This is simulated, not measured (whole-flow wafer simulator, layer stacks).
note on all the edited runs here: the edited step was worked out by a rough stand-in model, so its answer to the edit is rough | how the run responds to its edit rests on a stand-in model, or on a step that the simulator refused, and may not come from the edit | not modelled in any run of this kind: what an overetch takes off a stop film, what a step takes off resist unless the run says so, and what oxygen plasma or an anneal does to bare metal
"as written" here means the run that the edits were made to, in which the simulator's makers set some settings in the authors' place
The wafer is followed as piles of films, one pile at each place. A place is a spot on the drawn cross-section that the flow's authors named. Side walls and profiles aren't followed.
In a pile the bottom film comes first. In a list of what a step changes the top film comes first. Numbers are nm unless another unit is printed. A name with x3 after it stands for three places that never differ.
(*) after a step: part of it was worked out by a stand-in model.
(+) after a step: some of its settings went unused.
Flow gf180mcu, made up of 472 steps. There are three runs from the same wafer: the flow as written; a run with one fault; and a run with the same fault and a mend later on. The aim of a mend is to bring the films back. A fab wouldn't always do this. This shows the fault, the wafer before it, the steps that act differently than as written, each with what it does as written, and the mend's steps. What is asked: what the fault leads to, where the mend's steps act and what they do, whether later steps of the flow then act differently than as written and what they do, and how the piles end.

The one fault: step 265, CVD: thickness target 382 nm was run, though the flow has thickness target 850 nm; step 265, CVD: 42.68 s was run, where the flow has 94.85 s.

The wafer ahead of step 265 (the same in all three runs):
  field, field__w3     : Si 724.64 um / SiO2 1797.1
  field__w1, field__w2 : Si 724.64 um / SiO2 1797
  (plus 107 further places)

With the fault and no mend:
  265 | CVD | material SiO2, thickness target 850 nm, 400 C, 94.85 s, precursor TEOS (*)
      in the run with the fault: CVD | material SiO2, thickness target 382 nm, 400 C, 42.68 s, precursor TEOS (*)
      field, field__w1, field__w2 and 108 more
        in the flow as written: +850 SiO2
        in the run with the fault: +392.4 SiO2
  Later steps of the flow acting differently than as written (1 other step is not shown; it differs only slightly, by no more than 2% or 0.5 nm, whichever is larger):
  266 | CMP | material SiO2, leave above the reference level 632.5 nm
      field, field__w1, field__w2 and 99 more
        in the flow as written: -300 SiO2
        in the run with the fault: nothing
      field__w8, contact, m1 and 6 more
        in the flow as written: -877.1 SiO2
        in the run with the fault: -419.5 SiO2
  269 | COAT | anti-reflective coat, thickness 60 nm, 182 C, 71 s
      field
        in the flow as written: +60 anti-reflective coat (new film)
        in the run with the fault: +127.1 anti-reflective coat (new film)
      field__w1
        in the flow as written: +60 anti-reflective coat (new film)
        in the run with the fault: +88.2 anti-reflective coat (new film)
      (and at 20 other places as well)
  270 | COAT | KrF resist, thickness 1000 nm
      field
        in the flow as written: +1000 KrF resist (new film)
        in the run with the fault: +973.3 KrF resist (new film)
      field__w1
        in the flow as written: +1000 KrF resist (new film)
        in the run with the fault: +974.8 KrF resist (new film)
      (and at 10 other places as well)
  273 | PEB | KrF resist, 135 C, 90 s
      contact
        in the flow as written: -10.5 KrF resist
        in the run with the fault: -9.22 KrF resist
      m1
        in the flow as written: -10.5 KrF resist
        in the run with the fault: -8.91 KrF resist
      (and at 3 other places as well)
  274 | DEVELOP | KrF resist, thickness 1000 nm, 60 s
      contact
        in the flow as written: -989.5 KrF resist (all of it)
        in the run with the fault: -906.7 KrF resist (all of it)
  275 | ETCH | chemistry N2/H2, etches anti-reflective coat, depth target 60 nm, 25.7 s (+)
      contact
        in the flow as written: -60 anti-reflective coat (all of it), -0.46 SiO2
        in the run with the fault: -21.2 anti-reflective coat (all of it), -1.46 SiO2
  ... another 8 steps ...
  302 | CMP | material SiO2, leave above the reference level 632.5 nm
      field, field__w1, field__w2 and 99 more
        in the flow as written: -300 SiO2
        in the run with the fault: -287.7 SiO2
  By the end, the piles at field, field__w1, field__w2 and 105 more depart from the flow's by more than 2% or 0.5 nm, whichever is larger.
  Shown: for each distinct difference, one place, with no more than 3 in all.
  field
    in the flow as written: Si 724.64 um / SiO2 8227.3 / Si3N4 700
    in the run with the fault: Si 724.64 um / SiO2 2189.4 / Ti 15 / TiN 10 / W 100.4 / SiO2 5896.3 / Si3N4 700
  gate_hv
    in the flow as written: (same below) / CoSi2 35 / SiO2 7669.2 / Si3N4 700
    in the run with the fault: (same below) / CoSi2 35 / SiO2 1631.3 / Ti 15 / TiN 10 / W 100.4 / SiO2 5896.3 / Si3N4 700
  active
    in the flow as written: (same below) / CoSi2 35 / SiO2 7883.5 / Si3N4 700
    in the run with the fault: (same below) / CoSi2 35 / SiO2 1845.7 / Ti 15 / TiN 10 / W 100.4 / SiO2 5896.3 / Si3N4 700

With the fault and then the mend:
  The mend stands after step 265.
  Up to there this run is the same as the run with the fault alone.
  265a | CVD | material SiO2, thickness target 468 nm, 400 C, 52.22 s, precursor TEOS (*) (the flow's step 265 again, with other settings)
      field, field__w1, field__w2 and 108 more
        +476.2 SiO2
  Later steps of the flow acting differently than as written:
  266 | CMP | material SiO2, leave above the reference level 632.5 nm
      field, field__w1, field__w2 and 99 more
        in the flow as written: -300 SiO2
        in the run with the mend: -318.6 SiO2
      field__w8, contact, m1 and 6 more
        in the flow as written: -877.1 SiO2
        in the run with the mend: -895.7 SiO2
  At every place that both follow, the piles at the end match the flow's.
